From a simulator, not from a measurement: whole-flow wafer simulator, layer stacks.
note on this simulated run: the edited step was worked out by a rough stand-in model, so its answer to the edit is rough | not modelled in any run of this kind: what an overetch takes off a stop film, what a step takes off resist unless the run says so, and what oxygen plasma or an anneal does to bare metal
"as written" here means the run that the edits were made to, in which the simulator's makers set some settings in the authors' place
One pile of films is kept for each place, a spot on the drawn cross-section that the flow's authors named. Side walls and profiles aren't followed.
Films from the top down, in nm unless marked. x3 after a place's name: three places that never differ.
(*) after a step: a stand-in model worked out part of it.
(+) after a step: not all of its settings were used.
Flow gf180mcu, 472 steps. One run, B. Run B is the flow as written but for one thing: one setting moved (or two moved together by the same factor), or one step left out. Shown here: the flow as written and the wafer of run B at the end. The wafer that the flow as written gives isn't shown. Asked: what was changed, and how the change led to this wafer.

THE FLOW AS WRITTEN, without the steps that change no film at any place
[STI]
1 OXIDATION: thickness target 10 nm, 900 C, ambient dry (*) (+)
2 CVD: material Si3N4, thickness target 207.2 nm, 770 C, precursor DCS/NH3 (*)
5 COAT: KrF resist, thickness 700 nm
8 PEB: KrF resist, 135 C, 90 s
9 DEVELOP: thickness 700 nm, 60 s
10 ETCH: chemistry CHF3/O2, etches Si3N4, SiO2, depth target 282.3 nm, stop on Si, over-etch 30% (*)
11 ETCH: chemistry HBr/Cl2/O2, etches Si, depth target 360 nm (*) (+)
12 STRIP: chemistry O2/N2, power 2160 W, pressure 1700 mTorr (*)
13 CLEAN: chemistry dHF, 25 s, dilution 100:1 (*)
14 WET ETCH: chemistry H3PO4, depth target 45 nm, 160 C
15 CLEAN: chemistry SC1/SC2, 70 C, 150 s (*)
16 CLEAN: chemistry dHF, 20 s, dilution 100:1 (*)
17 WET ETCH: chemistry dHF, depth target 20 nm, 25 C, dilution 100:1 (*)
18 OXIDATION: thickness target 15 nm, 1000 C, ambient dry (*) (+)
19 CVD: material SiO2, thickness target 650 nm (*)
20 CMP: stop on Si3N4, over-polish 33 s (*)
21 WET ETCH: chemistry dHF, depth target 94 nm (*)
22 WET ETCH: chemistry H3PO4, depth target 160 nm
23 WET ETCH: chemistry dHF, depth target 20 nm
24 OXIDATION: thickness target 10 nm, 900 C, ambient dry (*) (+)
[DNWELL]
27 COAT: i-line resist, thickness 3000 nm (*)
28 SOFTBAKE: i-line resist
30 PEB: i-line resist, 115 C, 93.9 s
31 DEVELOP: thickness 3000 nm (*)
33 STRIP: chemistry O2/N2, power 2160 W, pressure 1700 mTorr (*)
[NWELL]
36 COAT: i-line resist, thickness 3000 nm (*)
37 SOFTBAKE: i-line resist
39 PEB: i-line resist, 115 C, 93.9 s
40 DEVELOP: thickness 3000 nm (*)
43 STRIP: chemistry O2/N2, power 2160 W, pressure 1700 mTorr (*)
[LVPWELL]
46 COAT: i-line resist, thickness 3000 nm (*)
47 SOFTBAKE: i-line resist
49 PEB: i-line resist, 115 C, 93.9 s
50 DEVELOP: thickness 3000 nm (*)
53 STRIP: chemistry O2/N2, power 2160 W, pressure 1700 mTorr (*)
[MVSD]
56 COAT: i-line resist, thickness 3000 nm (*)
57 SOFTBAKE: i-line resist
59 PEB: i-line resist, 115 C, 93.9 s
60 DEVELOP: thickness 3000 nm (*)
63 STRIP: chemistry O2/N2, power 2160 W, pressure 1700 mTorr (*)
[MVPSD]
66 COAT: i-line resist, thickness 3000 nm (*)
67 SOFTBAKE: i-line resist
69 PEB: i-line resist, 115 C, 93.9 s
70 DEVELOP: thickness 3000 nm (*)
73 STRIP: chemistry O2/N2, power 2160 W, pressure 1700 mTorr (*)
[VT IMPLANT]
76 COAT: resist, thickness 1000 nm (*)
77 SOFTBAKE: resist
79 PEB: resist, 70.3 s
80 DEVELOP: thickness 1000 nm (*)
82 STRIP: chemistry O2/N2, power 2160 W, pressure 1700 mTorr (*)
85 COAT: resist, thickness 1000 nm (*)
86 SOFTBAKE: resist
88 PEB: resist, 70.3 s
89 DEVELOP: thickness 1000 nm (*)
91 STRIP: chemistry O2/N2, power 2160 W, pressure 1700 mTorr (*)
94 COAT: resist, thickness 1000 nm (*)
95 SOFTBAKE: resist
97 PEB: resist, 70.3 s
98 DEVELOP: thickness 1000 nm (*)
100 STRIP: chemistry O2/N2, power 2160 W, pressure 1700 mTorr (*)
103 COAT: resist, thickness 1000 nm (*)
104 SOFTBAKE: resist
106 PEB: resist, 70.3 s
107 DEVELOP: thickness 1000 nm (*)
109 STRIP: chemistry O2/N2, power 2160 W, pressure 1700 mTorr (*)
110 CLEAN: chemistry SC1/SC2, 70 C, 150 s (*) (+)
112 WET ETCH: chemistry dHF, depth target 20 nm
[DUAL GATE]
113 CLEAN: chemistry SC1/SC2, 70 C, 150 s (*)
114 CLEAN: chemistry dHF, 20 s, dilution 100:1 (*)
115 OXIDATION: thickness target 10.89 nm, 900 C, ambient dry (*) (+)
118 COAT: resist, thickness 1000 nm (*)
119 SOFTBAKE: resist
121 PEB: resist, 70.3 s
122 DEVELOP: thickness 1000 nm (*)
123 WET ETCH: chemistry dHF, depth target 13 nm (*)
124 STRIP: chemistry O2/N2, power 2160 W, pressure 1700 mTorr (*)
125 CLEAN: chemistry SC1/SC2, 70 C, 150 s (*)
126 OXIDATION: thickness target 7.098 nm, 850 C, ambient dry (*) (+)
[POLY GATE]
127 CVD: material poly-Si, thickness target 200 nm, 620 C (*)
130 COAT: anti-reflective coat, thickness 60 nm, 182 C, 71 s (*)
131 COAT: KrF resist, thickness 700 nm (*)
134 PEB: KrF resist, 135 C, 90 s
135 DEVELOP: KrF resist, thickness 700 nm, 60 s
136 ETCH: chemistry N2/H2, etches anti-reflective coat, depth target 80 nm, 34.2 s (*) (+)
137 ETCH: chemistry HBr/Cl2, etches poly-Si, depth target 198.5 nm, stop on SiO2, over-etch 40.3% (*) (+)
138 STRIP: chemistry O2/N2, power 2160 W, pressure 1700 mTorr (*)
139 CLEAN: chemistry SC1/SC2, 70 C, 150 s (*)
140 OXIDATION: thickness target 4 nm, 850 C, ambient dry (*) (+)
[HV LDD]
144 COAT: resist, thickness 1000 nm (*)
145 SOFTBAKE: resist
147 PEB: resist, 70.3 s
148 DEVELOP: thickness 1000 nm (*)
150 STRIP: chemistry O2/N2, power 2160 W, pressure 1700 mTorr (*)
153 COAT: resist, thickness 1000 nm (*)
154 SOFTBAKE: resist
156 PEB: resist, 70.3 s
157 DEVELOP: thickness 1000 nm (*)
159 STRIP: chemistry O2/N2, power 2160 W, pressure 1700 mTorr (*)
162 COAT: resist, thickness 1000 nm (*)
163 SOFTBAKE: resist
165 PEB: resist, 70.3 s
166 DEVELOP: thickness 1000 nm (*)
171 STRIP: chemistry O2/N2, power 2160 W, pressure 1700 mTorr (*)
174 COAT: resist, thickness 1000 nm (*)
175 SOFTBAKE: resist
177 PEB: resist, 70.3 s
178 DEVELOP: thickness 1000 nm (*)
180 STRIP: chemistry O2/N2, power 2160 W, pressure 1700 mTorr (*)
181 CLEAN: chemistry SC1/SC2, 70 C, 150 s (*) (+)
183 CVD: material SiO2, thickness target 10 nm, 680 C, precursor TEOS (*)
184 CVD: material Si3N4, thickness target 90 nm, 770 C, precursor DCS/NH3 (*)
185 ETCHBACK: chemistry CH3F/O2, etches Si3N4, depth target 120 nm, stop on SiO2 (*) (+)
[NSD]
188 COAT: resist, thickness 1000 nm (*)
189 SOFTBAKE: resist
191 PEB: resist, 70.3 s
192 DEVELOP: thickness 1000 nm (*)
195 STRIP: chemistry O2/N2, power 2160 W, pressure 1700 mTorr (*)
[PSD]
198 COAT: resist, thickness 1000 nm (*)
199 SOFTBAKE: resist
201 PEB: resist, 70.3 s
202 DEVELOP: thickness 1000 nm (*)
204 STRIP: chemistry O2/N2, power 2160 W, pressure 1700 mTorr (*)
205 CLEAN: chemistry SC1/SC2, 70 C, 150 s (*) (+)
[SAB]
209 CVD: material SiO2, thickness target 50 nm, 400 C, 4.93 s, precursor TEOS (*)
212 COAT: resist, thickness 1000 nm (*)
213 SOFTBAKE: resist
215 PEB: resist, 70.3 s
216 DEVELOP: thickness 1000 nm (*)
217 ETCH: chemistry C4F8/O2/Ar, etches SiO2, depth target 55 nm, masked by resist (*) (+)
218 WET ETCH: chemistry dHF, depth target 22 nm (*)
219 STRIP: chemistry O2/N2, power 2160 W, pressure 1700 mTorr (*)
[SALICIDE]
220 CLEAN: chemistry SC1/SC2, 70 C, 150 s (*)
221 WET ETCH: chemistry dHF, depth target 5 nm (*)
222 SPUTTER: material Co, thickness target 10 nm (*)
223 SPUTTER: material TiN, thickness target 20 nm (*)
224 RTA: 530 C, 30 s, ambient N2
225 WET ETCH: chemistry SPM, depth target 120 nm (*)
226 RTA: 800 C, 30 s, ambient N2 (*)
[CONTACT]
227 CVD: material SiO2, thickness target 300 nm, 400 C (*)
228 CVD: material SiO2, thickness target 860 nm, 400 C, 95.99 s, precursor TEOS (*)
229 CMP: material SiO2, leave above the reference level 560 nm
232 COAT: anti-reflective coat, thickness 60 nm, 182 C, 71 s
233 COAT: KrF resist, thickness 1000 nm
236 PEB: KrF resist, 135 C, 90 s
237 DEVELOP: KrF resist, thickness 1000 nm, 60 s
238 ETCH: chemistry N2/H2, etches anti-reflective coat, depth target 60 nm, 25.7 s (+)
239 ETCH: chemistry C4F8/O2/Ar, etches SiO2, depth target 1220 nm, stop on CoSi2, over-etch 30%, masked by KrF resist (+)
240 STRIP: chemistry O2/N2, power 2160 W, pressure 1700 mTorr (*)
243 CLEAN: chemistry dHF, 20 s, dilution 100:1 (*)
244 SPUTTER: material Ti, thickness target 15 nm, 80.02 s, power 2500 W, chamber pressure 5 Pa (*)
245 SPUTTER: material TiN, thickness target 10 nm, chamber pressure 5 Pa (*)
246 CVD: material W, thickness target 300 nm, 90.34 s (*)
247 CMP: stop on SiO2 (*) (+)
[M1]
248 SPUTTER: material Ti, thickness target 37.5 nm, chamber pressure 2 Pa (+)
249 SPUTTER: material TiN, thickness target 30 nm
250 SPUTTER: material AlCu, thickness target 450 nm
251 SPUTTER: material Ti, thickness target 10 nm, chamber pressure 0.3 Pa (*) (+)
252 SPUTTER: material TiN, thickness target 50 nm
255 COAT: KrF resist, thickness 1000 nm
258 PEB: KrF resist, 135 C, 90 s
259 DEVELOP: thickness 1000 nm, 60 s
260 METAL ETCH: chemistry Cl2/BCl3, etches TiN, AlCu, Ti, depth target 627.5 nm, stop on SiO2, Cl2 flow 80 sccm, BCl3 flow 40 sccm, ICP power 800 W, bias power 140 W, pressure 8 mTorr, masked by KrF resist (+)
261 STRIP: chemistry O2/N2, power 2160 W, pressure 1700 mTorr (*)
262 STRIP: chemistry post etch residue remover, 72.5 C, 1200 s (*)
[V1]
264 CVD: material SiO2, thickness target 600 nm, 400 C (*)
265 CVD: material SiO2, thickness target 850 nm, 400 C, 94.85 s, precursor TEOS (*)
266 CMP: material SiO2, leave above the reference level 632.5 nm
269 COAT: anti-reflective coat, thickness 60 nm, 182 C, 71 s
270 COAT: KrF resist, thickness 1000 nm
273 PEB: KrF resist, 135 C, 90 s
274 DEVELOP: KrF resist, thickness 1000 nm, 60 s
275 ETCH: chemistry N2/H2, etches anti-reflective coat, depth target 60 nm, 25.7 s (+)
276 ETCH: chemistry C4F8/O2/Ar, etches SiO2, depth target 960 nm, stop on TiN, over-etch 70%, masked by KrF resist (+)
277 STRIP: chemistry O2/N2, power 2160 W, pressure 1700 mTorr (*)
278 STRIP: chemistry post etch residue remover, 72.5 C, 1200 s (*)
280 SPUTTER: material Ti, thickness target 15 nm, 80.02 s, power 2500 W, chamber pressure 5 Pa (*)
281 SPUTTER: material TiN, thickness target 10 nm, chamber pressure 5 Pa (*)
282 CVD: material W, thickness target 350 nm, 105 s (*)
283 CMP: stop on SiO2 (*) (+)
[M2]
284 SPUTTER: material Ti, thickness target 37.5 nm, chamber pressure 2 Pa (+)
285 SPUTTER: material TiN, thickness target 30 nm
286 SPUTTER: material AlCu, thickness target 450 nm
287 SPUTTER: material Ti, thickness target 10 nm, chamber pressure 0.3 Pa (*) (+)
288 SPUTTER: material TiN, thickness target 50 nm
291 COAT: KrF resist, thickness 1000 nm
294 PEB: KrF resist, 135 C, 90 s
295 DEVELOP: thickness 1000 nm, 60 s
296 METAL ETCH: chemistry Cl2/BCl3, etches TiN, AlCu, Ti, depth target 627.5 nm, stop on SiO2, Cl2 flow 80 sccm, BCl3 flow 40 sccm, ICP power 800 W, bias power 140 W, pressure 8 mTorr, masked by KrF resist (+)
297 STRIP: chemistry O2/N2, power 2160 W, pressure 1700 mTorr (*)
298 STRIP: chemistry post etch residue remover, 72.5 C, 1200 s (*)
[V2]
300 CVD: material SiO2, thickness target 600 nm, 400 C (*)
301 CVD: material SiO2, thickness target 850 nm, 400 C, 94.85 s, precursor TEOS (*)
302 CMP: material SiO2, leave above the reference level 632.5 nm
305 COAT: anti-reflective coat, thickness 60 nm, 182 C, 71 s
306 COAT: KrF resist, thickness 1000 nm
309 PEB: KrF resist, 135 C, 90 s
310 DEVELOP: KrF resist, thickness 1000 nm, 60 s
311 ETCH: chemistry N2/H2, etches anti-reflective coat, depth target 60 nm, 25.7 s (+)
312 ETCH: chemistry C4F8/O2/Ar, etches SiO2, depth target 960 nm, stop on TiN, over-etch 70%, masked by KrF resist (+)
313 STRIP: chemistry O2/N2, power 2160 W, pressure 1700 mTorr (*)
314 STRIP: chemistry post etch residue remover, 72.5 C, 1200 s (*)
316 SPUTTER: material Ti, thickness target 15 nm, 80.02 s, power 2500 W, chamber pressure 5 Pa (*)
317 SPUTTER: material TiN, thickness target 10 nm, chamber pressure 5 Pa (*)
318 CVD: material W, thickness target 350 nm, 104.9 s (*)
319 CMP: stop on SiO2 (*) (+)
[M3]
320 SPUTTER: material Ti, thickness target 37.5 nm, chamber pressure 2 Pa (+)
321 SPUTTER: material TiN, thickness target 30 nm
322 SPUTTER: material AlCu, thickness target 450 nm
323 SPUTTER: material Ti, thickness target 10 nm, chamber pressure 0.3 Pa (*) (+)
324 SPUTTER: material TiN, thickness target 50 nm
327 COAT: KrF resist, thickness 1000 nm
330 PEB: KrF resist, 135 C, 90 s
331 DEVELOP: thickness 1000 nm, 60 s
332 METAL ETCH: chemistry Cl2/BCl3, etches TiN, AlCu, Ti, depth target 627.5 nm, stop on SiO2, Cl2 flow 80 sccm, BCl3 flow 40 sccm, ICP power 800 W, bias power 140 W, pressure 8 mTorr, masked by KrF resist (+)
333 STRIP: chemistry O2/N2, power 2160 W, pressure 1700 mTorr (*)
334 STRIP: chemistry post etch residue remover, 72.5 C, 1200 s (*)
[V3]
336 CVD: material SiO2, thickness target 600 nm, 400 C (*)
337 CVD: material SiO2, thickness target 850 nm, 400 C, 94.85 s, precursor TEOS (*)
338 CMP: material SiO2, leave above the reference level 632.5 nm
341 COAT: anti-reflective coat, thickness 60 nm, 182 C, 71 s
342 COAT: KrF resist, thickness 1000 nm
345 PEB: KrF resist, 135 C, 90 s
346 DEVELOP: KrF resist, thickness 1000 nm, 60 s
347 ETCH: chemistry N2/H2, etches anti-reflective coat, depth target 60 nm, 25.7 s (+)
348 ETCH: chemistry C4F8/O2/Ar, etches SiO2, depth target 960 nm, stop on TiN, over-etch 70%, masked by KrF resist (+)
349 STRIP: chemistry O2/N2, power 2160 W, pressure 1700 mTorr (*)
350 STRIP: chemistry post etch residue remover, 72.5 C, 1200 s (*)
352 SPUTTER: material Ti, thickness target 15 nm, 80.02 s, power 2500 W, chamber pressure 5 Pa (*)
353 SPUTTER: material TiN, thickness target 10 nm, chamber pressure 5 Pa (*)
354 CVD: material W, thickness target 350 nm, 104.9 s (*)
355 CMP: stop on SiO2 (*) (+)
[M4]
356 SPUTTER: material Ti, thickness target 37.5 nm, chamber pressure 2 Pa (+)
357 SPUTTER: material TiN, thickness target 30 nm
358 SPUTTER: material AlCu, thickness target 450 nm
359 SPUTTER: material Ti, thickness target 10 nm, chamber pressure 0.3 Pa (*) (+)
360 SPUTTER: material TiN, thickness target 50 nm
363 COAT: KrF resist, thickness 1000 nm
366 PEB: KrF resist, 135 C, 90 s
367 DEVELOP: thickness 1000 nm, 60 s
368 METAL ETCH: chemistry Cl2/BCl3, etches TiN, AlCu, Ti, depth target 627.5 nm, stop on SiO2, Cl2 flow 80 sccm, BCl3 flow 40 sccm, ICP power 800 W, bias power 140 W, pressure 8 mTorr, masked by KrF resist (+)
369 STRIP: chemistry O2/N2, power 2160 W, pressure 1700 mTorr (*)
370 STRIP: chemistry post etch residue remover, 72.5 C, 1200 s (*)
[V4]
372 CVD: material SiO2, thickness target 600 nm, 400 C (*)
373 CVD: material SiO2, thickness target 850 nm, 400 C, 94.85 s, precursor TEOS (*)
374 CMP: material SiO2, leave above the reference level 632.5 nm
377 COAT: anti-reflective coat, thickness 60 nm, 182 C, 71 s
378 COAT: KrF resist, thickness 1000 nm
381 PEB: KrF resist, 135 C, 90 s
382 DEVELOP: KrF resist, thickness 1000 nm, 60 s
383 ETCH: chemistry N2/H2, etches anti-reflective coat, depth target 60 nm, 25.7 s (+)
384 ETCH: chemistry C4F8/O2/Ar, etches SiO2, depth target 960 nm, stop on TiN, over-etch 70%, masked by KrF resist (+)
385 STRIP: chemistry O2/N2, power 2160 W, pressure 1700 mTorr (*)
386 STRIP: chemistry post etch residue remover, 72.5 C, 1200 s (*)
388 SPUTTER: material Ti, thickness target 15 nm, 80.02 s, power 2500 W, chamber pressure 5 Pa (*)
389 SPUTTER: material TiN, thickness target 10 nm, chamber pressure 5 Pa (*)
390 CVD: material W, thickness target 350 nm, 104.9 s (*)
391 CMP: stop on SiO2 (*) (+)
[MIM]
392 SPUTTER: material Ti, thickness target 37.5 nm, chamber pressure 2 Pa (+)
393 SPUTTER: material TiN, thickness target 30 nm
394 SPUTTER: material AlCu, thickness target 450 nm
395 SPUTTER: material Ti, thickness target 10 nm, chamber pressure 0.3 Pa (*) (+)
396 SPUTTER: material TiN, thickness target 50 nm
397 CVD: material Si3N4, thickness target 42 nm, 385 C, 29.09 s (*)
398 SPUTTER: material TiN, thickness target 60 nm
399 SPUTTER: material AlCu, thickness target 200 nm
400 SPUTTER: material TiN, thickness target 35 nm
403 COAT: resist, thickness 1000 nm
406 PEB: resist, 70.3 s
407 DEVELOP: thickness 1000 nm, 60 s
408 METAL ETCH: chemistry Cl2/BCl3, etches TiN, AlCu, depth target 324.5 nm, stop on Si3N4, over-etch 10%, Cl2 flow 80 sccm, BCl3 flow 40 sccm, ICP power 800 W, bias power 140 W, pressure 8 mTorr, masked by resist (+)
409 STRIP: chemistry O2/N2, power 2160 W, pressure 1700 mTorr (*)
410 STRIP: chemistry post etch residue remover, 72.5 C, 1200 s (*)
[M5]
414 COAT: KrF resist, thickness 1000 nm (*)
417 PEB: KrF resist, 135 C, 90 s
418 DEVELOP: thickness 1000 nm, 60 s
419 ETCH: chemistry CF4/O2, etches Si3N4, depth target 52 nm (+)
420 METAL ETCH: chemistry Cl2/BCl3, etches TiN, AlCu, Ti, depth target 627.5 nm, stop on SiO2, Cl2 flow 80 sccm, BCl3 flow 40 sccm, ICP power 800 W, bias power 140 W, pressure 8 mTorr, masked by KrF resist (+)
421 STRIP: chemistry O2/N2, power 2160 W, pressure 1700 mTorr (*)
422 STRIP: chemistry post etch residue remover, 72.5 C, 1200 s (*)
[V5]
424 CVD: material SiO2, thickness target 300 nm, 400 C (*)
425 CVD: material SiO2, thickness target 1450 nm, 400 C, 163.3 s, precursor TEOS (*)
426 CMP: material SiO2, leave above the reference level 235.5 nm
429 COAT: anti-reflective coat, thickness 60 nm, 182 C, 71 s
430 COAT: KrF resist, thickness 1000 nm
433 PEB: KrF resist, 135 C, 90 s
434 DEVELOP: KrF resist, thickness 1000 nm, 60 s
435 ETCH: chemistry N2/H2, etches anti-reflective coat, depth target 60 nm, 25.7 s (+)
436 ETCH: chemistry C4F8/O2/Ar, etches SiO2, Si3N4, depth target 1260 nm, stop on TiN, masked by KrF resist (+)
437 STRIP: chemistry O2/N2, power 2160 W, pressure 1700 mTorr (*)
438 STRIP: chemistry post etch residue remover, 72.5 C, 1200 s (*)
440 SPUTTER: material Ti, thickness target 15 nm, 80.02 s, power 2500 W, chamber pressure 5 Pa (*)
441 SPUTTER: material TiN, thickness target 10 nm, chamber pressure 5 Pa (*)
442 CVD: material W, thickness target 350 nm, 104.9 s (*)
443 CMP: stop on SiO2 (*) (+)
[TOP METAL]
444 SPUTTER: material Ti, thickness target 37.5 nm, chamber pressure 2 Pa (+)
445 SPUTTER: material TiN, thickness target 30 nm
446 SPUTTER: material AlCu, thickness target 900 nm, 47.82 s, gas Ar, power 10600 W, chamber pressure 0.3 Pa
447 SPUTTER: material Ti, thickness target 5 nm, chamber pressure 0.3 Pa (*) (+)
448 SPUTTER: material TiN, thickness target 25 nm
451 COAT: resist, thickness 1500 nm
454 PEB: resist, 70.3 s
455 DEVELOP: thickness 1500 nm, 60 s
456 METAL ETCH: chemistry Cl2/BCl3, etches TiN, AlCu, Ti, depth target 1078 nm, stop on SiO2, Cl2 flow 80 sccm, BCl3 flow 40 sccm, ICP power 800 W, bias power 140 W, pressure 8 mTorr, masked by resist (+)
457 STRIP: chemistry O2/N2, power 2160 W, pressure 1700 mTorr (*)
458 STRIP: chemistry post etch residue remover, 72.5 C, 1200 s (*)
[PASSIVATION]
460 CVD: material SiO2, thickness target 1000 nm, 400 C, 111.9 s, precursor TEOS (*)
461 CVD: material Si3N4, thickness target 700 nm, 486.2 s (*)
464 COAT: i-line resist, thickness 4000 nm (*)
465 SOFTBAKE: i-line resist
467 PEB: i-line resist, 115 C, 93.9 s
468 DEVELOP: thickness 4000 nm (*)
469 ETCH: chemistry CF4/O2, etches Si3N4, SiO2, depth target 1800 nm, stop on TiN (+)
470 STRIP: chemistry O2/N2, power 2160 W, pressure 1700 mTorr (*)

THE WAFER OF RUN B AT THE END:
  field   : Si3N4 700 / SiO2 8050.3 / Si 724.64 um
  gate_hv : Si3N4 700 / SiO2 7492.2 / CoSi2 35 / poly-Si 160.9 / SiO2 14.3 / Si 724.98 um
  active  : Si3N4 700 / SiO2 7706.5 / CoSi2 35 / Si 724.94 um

The cause: step 424, CVD: thickness target 123 nm was run, where the flow has thickness target 300 nm.

How the change led to this, step by step:
  424 CVD: material SiO2, thickness target 300 nm, 400 C (*)
      field, field__w1, field__w2 and 101 more: SiO2 +123 (as written it would be: SiO2 +300)
      field__w4, field__w8, contact, m1, m1__w1, mim, mim_1p0, m1_nw: SiO2 +123 (new film) (as written it would be: SiO2 +300 (new film))
  436 ETCH: chemistry C4F8/O2/Ar, etches SiO2, Si3N4, depth target 1260 nm, stop on TiN, masked by KrF resist (+)
      field, field__w1, field__w2 and 108 more: KrF resist -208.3 (as written it would be: KrF resist -252)
      contact: SiO2 -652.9 (all of it), Si3N4 -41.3 (all of it) (as written it would be: SiO2 -829.9 (all of it), Si3N4 -41.3 (all of it))
  437 STRIP: chemistry O2/N2, power 2160 W, pressure 1700 mTorr (*)
      field, field__w1, field__w2 and 108 more: KrF resist -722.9 (all of it), anti-reflective coat -60 (all of it) (as written it would be: KrF resist -679.2 (all of it), anti-reflective coat -60 (all of it))
  440 SPUTTER: material Ti, thickness target 15 nm, 80.02 s, power 2500 W, chamber pressure 5 Pa (*)
      contact: Ti +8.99 (new film) (as written it would be: Ti +8.12 (new film))
  441 SPUTTER: material TiN, thickness target 10 nm, chamber pressure 5 Pa (*)
      contact: TiN +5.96 (new film) (as written it would be: TiN +5.38 (new film))
  442 CVD: material W, thickness target 350 nm, 104.9 s (*)
      contact: W +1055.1 (new film) (as written it would be: W +1233.6 (new film))
